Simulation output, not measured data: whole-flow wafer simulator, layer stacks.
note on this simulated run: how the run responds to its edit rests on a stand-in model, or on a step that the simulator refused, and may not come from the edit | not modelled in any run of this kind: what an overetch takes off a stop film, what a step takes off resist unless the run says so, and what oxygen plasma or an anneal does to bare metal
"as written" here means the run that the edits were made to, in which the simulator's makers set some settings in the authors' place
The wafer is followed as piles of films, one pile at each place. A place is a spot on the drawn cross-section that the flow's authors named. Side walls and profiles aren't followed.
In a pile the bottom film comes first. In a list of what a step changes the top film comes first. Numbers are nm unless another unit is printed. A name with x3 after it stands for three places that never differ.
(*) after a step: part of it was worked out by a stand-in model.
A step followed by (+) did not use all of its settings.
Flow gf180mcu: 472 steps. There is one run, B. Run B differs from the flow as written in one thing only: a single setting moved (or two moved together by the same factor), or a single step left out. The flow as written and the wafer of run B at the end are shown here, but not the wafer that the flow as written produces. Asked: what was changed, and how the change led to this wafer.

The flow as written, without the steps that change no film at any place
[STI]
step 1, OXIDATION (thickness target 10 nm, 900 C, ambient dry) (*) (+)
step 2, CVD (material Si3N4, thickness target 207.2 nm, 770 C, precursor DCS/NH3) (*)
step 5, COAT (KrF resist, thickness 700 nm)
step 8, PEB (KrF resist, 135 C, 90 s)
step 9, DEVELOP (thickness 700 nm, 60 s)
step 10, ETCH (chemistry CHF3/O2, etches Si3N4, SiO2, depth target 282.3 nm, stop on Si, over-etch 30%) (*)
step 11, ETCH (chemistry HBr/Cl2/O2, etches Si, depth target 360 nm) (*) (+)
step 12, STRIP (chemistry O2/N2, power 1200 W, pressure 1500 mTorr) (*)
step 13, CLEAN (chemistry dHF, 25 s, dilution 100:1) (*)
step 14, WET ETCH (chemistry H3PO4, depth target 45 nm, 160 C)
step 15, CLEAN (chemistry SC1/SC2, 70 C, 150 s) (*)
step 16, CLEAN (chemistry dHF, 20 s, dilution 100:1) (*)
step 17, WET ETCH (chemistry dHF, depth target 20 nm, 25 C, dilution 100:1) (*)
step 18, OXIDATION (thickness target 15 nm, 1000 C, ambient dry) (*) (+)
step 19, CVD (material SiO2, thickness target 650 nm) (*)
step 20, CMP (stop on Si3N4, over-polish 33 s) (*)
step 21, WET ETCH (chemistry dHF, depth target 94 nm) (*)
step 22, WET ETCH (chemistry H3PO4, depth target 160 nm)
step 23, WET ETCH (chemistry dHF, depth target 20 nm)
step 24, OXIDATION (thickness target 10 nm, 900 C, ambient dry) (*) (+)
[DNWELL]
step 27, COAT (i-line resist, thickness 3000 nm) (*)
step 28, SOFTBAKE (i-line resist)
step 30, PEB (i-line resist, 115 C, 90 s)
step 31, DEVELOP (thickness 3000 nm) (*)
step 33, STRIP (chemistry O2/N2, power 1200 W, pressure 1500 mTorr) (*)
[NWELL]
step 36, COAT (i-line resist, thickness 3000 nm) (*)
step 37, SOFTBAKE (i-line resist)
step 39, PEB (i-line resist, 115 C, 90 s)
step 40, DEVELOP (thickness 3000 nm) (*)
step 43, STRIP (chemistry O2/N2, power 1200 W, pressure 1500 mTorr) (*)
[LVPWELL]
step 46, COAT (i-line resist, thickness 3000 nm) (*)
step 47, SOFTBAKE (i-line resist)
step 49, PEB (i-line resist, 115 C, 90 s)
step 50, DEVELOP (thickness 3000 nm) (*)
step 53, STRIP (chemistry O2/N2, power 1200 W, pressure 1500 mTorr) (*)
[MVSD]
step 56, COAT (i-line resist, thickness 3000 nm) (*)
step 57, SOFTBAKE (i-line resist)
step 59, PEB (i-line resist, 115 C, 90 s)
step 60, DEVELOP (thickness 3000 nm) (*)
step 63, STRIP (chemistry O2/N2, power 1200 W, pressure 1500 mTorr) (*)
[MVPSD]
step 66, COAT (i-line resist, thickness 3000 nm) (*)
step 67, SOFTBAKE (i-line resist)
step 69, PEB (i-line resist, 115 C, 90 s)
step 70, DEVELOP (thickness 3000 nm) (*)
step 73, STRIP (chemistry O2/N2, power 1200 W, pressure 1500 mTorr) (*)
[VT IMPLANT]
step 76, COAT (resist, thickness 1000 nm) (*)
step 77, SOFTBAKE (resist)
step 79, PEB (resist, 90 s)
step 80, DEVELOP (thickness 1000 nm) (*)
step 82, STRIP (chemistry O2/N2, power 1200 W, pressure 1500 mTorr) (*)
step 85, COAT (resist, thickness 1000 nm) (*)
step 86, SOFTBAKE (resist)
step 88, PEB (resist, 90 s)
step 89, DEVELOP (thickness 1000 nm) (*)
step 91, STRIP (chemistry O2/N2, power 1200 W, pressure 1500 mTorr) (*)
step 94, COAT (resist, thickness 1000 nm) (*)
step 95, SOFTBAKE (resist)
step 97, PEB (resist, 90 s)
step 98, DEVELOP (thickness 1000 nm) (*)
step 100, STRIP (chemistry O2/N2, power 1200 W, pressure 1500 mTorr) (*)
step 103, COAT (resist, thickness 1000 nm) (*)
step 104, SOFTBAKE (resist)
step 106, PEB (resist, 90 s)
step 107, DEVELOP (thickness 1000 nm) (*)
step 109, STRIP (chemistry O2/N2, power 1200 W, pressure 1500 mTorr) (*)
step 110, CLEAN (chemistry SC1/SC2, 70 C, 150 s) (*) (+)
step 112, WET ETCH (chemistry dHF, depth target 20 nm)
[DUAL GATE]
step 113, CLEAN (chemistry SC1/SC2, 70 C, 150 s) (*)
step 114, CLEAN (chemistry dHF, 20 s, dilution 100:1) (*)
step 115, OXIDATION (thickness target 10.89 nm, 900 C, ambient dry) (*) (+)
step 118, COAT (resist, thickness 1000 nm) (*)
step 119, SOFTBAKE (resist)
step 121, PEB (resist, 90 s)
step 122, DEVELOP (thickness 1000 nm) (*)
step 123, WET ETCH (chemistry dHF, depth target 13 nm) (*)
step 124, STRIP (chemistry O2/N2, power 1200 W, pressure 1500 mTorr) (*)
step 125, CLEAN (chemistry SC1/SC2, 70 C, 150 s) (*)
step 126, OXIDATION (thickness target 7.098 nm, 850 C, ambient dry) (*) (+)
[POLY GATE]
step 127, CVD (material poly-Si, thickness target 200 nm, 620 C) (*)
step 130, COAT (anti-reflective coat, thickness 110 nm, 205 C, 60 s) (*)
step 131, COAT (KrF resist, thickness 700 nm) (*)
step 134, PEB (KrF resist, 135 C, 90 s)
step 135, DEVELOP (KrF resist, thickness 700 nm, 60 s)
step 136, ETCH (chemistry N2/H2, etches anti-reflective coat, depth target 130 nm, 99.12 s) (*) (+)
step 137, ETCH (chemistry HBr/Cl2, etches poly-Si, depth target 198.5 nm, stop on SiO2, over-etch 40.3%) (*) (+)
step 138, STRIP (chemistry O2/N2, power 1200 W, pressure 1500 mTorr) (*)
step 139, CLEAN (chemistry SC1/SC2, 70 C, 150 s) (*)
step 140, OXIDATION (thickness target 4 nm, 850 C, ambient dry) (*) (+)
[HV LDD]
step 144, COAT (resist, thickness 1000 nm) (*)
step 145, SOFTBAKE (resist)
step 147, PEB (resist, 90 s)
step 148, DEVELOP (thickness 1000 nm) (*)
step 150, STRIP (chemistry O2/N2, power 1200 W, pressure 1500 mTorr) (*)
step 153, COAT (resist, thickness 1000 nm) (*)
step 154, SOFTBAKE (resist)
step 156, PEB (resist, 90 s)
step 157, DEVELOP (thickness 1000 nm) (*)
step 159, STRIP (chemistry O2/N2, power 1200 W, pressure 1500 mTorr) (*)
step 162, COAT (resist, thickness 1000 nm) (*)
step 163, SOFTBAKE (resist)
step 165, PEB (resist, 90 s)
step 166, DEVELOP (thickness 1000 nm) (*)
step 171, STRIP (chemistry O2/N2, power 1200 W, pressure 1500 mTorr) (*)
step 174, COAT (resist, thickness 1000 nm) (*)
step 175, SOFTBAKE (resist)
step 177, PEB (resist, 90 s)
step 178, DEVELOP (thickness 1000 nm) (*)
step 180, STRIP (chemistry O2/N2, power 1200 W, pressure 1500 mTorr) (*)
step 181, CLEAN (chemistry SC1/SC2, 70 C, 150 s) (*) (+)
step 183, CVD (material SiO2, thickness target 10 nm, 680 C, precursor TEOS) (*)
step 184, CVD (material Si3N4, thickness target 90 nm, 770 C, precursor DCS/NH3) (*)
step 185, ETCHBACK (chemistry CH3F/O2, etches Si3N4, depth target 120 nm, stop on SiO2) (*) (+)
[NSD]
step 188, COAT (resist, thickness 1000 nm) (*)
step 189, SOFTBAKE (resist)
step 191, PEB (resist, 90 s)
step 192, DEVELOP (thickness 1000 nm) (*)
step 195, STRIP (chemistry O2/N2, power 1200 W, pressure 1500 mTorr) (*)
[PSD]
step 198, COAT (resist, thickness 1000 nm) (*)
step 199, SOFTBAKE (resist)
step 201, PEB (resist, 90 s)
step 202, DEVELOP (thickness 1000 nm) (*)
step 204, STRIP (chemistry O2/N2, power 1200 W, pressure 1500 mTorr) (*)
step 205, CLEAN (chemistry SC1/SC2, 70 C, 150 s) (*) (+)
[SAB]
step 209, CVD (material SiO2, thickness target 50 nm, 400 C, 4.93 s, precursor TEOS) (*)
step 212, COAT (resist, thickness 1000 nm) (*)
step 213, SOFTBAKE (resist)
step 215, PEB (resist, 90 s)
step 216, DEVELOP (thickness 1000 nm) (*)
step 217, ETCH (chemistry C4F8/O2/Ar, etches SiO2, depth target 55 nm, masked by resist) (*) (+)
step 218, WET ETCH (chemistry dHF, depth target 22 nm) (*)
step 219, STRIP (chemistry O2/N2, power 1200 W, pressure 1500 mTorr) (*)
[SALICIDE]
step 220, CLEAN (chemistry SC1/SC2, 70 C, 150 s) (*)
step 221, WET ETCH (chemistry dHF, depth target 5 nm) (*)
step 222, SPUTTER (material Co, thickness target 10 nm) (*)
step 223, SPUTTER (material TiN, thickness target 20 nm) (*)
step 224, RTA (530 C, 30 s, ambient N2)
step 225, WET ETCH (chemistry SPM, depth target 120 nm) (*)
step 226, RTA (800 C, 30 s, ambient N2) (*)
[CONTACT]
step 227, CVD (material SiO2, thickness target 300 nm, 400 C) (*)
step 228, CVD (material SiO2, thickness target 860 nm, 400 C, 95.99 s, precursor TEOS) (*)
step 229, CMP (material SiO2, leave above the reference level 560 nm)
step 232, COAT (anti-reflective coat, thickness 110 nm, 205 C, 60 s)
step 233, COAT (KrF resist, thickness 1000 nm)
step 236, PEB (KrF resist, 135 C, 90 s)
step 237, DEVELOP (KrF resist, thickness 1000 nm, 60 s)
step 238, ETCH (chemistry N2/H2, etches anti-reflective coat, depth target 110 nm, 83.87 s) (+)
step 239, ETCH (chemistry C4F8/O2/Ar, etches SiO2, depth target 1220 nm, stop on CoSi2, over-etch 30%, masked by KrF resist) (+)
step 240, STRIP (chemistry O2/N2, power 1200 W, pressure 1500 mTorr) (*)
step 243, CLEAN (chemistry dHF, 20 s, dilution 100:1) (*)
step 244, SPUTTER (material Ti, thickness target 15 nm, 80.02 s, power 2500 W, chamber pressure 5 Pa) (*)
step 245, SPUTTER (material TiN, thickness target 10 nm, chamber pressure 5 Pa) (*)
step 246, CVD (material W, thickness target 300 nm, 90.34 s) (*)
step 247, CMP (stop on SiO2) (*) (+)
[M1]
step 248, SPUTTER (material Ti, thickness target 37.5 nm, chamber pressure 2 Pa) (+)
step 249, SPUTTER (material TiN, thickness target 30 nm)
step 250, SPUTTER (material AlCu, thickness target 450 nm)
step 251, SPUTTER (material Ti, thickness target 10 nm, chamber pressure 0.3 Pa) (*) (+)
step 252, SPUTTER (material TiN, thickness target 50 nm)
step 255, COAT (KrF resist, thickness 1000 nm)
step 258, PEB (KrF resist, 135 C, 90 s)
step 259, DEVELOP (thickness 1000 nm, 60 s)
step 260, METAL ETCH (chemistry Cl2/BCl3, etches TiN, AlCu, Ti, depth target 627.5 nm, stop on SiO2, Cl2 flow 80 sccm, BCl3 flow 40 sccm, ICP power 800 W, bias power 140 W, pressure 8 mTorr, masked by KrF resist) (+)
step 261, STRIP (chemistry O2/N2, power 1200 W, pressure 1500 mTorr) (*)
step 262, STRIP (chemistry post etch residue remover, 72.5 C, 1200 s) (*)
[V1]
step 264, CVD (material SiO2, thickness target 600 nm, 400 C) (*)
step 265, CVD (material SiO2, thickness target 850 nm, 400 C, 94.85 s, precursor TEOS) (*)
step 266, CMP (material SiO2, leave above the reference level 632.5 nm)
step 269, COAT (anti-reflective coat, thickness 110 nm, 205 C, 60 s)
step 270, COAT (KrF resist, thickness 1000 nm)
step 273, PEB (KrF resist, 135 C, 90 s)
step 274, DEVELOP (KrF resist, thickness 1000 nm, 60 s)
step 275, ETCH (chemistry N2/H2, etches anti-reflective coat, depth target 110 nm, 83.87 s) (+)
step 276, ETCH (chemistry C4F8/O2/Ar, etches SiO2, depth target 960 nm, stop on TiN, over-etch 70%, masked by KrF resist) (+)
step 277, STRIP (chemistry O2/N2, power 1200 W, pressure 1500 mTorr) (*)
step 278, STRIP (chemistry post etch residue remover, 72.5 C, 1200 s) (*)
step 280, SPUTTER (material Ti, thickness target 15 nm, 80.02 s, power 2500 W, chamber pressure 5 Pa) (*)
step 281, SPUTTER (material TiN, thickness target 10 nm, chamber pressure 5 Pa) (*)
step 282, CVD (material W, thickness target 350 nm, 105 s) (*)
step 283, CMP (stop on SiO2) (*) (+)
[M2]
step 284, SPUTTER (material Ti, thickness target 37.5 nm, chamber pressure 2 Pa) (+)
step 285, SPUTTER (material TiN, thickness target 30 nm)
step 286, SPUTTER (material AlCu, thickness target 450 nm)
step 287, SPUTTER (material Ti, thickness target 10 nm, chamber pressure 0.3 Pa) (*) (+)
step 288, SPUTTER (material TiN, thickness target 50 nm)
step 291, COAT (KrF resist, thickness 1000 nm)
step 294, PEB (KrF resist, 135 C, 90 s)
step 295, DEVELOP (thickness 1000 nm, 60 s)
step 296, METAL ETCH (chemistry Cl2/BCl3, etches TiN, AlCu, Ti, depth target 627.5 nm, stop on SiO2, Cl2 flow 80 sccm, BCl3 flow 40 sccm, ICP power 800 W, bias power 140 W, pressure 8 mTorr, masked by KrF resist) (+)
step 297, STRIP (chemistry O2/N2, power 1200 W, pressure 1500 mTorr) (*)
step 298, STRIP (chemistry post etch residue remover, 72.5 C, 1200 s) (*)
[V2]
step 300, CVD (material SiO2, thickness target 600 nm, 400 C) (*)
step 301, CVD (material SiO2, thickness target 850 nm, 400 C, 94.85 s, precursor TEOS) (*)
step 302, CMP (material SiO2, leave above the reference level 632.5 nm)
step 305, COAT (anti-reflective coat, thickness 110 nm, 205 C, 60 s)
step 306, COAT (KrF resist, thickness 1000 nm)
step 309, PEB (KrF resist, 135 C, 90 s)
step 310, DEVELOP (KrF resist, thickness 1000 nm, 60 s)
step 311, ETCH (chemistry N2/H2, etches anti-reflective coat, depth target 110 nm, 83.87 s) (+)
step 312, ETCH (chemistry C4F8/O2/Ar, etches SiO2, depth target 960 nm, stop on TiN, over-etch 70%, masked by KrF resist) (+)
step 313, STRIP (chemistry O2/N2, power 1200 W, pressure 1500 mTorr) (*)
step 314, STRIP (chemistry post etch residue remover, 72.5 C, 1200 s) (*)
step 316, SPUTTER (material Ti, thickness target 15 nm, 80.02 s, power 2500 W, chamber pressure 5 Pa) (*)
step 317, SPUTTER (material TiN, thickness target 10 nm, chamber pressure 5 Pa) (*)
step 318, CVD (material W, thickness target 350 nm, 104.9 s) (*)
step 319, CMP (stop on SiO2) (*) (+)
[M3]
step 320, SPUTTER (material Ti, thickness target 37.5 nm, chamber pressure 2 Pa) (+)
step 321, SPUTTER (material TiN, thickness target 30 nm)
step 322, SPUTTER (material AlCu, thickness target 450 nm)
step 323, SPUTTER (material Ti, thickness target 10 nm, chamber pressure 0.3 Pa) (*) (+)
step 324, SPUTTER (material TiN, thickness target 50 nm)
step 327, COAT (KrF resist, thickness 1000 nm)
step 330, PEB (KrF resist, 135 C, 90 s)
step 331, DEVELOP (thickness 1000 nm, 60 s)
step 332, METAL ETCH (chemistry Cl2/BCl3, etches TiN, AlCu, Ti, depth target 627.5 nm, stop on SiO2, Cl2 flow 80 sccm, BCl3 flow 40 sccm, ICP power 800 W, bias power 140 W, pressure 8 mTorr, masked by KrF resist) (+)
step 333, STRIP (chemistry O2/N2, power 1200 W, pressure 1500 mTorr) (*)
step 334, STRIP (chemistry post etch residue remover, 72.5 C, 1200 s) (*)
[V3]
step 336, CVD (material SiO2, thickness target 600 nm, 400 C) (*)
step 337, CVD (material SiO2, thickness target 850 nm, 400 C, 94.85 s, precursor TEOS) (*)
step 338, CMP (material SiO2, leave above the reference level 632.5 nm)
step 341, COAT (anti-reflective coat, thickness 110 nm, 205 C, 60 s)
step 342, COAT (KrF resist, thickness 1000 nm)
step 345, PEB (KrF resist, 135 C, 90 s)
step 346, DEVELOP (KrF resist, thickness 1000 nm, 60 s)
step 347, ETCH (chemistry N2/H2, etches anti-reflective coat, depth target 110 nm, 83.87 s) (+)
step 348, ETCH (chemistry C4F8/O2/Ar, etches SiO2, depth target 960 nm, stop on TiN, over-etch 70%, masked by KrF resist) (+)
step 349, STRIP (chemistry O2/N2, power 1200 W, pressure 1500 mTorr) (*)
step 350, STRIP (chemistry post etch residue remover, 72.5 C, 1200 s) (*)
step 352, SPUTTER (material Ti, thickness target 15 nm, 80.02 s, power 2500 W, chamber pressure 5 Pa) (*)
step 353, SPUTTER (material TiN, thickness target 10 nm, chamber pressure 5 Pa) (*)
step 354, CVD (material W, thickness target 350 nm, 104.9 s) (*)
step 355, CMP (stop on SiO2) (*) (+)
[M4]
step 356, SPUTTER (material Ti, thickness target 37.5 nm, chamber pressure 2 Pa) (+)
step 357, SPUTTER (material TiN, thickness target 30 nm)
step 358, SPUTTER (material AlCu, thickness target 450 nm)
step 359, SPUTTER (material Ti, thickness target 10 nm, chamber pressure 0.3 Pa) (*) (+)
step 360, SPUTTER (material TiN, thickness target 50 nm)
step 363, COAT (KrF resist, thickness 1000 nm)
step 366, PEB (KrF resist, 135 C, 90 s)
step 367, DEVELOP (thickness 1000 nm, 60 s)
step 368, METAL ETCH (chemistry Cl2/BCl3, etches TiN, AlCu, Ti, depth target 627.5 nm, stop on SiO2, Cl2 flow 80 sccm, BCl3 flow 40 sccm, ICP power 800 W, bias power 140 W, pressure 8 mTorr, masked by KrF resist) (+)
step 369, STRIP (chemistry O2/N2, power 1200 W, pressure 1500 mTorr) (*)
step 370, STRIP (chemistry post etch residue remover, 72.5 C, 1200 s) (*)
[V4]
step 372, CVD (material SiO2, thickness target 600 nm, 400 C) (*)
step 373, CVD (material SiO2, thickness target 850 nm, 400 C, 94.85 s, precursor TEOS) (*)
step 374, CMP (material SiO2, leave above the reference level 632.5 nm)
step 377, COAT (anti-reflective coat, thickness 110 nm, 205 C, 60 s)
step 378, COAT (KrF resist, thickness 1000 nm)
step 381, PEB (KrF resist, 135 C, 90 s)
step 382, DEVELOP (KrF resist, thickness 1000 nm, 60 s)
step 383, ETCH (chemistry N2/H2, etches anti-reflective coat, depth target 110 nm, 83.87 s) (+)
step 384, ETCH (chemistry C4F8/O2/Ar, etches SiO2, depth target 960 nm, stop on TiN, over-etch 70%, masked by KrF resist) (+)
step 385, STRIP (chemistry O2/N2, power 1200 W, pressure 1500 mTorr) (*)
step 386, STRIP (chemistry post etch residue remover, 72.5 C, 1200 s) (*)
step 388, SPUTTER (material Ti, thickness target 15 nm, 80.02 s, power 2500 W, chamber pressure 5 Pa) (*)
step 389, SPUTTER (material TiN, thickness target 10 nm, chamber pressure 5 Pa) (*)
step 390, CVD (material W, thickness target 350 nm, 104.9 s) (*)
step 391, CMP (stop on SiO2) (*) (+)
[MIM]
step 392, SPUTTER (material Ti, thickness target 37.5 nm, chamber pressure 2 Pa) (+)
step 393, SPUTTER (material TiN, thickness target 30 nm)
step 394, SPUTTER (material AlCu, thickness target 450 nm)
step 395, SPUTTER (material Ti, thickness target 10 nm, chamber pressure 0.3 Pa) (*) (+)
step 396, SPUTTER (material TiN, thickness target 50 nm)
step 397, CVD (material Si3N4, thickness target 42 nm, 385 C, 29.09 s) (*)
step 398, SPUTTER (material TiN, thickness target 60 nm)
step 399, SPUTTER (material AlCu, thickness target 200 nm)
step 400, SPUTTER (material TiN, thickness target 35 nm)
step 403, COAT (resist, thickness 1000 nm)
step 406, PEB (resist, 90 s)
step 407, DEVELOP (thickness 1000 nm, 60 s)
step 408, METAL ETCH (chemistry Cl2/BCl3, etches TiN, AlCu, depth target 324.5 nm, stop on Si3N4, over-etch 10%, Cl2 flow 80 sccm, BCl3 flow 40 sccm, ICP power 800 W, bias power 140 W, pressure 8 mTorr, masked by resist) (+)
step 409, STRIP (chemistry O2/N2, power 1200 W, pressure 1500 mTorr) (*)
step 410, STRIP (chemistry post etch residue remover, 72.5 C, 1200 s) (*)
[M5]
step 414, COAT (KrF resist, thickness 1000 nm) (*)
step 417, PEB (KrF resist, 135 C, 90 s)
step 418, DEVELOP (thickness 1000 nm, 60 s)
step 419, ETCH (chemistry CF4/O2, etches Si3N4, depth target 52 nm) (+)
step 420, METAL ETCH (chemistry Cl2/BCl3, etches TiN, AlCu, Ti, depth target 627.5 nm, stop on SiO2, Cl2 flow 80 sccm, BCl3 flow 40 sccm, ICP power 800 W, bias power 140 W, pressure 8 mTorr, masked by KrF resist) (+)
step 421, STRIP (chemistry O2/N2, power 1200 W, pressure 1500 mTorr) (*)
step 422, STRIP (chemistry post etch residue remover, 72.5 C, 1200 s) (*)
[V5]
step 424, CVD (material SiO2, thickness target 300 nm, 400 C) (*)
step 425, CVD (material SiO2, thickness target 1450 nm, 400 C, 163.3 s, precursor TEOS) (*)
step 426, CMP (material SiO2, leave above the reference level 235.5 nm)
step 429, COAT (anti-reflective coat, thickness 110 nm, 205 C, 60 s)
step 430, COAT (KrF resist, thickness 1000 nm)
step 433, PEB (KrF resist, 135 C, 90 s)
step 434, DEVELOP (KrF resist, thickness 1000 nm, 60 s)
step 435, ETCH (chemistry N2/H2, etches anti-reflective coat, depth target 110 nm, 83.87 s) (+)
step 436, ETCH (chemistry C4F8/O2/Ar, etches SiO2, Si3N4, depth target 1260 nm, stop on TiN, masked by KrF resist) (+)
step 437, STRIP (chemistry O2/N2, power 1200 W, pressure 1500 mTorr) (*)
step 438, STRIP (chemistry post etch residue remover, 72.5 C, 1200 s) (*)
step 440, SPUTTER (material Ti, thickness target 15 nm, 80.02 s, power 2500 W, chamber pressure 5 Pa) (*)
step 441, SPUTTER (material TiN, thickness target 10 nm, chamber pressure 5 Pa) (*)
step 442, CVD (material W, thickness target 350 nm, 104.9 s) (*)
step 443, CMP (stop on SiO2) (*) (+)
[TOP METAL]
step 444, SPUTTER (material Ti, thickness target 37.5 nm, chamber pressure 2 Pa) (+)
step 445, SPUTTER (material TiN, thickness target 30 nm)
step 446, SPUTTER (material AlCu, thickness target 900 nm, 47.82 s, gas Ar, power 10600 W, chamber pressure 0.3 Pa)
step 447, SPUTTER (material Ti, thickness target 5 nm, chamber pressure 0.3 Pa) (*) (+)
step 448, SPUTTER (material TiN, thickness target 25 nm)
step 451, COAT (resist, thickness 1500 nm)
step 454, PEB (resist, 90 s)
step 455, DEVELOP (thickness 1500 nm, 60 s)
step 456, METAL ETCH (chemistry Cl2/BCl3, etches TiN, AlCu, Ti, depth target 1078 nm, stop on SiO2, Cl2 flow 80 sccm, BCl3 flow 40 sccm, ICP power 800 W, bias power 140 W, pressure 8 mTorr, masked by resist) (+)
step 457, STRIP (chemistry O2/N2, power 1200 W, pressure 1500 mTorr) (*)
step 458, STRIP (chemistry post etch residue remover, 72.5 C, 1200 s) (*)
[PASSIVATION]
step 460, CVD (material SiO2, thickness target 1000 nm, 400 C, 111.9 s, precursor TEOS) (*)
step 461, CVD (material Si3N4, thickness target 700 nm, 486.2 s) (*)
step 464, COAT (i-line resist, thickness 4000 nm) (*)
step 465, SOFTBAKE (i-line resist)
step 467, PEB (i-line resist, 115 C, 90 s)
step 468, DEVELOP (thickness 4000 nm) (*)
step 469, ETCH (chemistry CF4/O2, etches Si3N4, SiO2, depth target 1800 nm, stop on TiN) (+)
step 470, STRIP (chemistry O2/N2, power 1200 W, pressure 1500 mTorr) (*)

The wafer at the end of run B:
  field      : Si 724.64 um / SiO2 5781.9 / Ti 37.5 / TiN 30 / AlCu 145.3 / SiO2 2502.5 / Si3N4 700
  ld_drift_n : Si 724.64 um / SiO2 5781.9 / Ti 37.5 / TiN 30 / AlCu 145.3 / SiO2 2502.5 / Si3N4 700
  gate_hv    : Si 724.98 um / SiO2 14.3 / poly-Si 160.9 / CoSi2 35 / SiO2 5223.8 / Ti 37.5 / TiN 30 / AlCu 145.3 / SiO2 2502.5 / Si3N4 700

Cause: step 394, SPUTTER: thickness target 720 nm was run, whereas the flow has thickness target 450 nm.

How this came from the change, step by step:
  step 394, SPUTTER (material AlCu, thickness target 450 nm)
      field, field__w1, field__w2 and 108 more: AlCu gains 720 (new film) (as written it would have been: AlCu gains 450 (new film))
  step 420, METAL ETCH (chemistry Cl2/BCl3, etches TiN, AlCu, Ti, depth target 627.5 nm, stop on SiO2, Cl2 flow 80 sccm, BCl3 flow 40 sccm, ICP power 800 W, bias power 140 W, pressure 8 mTorr, masked by KrF resist) (+)
      field, field__w1, field__w2 and 101 more: TiN loses 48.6 (all of it), Ti loses 10 (all of it), AlCu loses 568.9 (as written it would have been: TiN loses 48.6 (all of it), Ti loses 10 (all of it), AlCu loses 450 (all of it), TiN loses 30 (all of it), Ti loses 37.5 (all of it))
  step 422, STRIP (chemistry post etch residue remover, 72.5 C, 1200 s) (*)
      field, field__w1, field__w2 and 101 more: AlCu loses 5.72 (as written it would have been: nothing)
  step 424, CVD (material SiO2, thickness target 300 nm, 400 C) (*)
      field, field__w1, field__w2 and 101 more: SiO2 gains 300 (new film) (as written it would have been: SiO2 gains 300)
  step 426, CMP (material SiO2, leave above the reference level 235.5 nm)
      field, field__w1, field__w5 and 92 more: SiO2 loses 243.7 (as written it would have been: SiO2 loses 300.8)
      field__w2, field__w3, field__w12 and 6 more: SiO2 loses 212.9 (as written it would have been: SiO2 loses 272.7)
With metal films that touch counted as one body, field has 1 body; the flow as written gives 0 bodies.
With metal films that touch counted as one body, ld_drift_n has 1 body; the flow as written gives 0 bodies.
With metal films that touch counted as one body, gate_hv has 2 bodies (between them, from the top down: SiO2 5223.8); the flow as written gives 1 body.
